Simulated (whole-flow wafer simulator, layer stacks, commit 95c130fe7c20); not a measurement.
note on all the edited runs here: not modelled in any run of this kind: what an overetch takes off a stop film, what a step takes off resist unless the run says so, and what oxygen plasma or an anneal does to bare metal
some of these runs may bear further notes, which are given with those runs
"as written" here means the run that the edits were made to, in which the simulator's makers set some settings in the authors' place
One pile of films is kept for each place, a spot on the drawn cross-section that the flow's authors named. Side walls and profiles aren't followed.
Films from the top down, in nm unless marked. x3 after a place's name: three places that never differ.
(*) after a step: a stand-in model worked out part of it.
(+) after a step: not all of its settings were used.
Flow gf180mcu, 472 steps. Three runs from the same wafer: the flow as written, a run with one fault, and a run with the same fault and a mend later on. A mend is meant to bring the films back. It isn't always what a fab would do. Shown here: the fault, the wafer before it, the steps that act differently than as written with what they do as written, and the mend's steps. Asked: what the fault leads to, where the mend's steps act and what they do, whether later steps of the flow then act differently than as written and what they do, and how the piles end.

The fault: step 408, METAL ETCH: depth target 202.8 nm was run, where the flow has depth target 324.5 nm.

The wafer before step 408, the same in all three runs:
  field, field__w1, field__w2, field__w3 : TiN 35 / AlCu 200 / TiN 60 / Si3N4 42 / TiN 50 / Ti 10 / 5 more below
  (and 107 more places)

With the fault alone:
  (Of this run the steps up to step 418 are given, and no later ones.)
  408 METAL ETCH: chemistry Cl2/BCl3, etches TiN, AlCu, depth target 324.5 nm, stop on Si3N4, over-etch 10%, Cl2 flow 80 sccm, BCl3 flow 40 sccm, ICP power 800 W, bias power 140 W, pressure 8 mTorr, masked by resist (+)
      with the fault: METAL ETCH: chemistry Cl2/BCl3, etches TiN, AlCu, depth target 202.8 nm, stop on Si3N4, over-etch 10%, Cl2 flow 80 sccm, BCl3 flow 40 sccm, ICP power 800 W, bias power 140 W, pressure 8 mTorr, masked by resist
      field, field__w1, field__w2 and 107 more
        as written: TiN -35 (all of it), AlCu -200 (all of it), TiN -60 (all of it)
        with the fault: TiN -35 (all of it), AlCu -167.8
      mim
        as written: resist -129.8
        with the fault: resist -81.1
  Later steps of the flow that act differently than as written (1 more step differs only slightly, by at most 2% or 0.5 nm, whichever is larger, and isn't shown):
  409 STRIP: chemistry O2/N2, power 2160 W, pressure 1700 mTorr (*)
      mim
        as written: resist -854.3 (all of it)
        with the fault: resist -903 (all of it)
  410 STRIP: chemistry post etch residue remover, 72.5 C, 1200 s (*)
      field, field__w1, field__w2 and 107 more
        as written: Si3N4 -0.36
        with the fault: AlCu -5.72
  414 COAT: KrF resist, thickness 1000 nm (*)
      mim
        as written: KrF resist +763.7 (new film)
        with the fault: KrF resist +830.9 (new film)
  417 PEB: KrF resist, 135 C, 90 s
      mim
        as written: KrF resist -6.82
        with the fault: KrF resist -7.88
  After step 418 the piles differ from the flow's by more than 2% or 0.5 nm, whichever is larger, at field, field__w1, field__w2 and 109 more.
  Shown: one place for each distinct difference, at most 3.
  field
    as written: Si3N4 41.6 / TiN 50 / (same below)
    with the fault: AlCu 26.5 / TiN 60 / Si3N4 42 / TiN 50 / (same below)
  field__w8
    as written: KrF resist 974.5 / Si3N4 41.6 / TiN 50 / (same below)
    with the fault: KrF resist 974.5 / AlCu 26.5 / TiN 60 / Si3N4 42 / TiN 50 / (same below)
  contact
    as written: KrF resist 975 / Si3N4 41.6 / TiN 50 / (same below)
    with the fault: KrF resist 974.8 / AlCu 26.5 / TiN 60 / Si3N4 42 / TiN 50 / (same below)

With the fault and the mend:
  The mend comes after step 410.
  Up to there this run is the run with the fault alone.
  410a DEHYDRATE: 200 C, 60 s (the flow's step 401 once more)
      changes no film at any place that is followed
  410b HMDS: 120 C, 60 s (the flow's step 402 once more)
      changes no film at any place that is followed
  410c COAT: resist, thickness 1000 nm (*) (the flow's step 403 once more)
      field__w8, m1__w1, iso_ptap_pw and 39 more
        resist +1000 (new film)
      p_well, sti, spacer, sd_n, mim_1p0, pad, dice_street
        resist +1000.4 (new film)
      field, ld_acc_p, ld_fp_p, ld_drift_p, ld_drn_p, m1_nw
        resist +1001.2 (new film)
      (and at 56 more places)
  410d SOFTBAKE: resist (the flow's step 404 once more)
      field__w2
        resist +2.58
      field__w3
        resist +2.71
      field__w5
        resist -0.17
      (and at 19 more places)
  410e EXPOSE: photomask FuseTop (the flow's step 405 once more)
      changes no film at any place that is followed
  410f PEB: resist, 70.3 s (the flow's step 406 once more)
      field, field__w1, field__w5 and 96 more
        resist -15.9
      field__w2, field__w3, field__w12, pplus_u, ppoly_sal, nw_enc_fld_lv__w4
        resist -16
      field__w7, ppoly_u, npoly_sal
        resist -16.1
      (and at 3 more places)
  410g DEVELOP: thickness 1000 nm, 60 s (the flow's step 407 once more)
      field__w8, m1__w1, iso_ptap_pw and 39 more
        resist -984.1 (all of it)
      field_sub__w1, field_sub__w5, sd_p, gate_p, active_nat, nw_enc_fld_lv, nw_enc_fld_lv__w3
        resist -984.9 (all of it)
      p_well, sti, spacer, sd_n, mim_1p0, pad, dice_street
        resist -984.6 (all of it)
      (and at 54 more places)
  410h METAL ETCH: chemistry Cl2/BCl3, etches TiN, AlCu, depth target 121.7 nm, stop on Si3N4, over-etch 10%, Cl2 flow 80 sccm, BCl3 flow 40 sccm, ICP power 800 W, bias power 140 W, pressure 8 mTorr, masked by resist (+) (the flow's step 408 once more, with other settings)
      field, field__w1, field__w2 and 107 more
        AlCu -26.5 (all of it), TiN -60 (all of it)
      mim
        resist -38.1
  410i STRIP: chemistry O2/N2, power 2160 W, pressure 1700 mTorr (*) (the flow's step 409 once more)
      mim
        resist -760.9 (all of it)
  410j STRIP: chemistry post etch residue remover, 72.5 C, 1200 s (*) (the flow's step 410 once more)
      field, field__w1, field__w2 and 107 more
        Si3N4 -0.36
      mim
        TiN -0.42
  No later step of the flow acts differently than as written, at any place that is followed, by more than 2% or 0.5 nm, whichever is larger.
  At the end the piles differ from the flow's only slightly at the places that both follow, by at most 2% or 0.5 nm, whichever is larger.
